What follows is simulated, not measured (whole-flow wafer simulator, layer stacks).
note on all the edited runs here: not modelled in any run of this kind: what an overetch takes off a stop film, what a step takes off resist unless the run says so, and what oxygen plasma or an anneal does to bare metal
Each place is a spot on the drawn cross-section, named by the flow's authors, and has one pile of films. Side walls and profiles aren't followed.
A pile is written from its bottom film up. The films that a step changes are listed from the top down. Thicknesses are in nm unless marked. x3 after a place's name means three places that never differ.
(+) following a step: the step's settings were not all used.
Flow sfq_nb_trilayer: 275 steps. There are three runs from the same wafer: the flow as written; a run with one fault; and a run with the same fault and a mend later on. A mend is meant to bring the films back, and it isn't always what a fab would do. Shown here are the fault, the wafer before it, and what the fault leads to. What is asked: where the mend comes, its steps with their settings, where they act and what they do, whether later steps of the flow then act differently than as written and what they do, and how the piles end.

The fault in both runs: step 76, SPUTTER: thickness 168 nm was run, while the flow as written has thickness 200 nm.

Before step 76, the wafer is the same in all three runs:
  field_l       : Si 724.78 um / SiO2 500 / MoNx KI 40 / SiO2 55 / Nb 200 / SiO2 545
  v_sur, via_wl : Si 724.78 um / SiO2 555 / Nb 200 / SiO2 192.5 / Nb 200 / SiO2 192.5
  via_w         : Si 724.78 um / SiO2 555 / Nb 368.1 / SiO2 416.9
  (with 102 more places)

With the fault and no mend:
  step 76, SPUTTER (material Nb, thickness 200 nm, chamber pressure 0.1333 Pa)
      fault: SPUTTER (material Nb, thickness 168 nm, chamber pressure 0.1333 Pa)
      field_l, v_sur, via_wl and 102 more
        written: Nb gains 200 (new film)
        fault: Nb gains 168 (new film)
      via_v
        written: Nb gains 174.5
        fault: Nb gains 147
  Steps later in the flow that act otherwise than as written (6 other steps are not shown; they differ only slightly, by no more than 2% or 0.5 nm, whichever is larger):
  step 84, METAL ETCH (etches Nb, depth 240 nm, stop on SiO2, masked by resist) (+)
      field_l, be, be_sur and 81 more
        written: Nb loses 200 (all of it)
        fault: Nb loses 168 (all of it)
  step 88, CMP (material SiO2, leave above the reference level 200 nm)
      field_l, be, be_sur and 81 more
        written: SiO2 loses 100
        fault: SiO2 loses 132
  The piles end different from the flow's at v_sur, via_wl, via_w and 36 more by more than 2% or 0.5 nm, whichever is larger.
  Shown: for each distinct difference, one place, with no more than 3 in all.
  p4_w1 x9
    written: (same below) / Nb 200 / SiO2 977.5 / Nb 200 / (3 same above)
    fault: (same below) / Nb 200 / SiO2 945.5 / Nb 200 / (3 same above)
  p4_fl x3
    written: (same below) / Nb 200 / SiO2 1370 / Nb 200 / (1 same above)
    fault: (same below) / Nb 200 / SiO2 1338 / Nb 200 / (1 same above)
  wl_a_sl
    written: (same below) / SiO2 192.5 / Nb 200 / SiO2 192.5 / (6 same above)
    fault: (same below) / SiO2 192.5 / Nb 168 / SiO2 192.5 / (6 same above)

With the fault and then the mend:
  After step 76 comes the mend.
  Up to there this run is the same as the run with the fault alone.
  step 76a, SPUTTER (material Nb, thickness 32 nm, chamber pressure 0.1333 Pa) (a further turn of the flow's step 76, with different settings)
      field_l, v_sur, via_wl and 102 more
        Nb gains 32
      via_v
        Nb gains 24.7
  Every later step of the flow that is run acts as written, at every place that is followed, to within 2% or 0.5 nm, whichever is larger.
  The piles end only slightly different from the flow's at the places that both follow, by no more than 2% or 0.5 nm, whichever is larger.
